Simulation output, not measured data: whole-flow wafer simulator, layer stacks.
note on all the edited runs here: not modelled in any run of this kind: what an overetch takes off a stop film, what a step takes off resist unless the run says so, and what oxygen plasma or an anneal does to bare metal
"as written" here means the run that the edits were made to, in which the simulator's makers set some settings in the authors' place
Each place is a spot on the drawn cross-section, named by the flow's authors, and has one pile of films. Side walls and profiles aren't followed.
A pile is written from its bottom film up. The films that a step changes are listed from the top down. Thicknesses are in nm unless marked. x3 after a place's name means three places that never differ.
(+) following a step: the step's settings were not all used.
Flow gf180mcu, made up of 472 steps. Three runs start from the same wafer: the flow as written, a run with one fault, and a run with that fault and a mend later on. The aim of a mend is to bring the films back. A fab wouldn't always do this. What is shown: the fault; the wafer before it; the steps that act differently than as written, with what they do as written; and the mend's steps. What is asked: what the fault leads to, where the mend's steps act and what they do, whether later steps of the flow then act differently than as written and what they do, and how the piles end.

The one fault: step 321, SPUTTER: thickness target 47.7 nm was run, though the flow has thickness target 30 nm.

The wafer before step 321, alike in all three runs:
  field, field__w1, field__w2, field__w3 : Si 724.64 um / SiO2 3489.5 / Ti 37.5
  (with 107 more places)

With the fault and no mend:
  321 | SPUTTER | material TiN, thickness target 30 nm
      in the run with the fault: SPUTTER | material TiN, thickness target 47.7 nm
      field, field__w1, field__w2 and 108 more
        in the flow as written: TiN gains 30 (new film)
        in the run with the fault: TiN gains 47.7 (new film)
  Steps later in the flow that act otherwise than as written:
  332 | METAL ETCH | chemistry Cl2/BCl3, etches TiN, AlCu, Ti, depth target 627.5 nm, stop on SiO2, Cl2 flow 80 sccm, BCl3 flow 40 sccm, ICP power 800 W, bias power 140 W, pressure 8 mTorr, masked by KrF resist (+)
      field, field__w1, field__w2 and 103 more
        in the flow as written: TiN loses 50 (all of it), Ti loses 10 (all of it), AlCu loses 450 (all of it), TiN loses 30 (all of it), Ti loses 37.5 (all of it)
        in the run with the fault: TiN loses 50 (all of it), Ti loses 10 (all of it), AlCu loses 450 (all of it), TiN loses 47.7 (all of it), Ti loses 37.5 (all of it)
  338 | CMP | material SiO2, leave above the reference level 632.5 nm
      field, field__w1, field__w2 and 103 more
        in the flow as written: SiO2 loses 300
        in the run with the fault: SiO2 loses 282.3
  By the end, the piles at field__w8, contact, m1, m1__w1, m1_nw depart from the flow's by more than 2% or 0.5 nm, whichever is larger.
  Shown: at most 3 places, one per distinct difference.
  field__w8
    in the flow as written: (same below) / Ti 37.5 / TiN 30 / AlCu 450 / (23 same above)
    in the run with the fault: (same below) / Ti 37.5 / TiN 47.7 / AlCu 450 / (23 same above)
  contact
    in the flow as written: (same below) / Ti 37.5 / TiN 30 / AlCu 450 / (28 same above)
    in the run with the fault: (same below) / Ti 37.5 / TiN 47.7 / AlCu 450 / (28 same above)

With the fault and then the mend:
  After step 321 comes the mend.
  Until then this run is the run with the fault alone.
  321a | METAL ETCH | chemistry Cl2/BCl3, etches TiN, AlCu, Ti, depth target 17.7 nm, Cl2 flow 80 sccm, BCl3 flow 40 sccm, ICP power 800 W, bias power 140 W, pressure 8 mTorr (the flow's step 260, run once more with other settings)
      field, field__w1, field__w2 and 108 more
        TiN loses 17.7
  Later steps of the flow that are run all act as written at every place that is followed.
  The piles end the same as the flow's at every place that both follow.
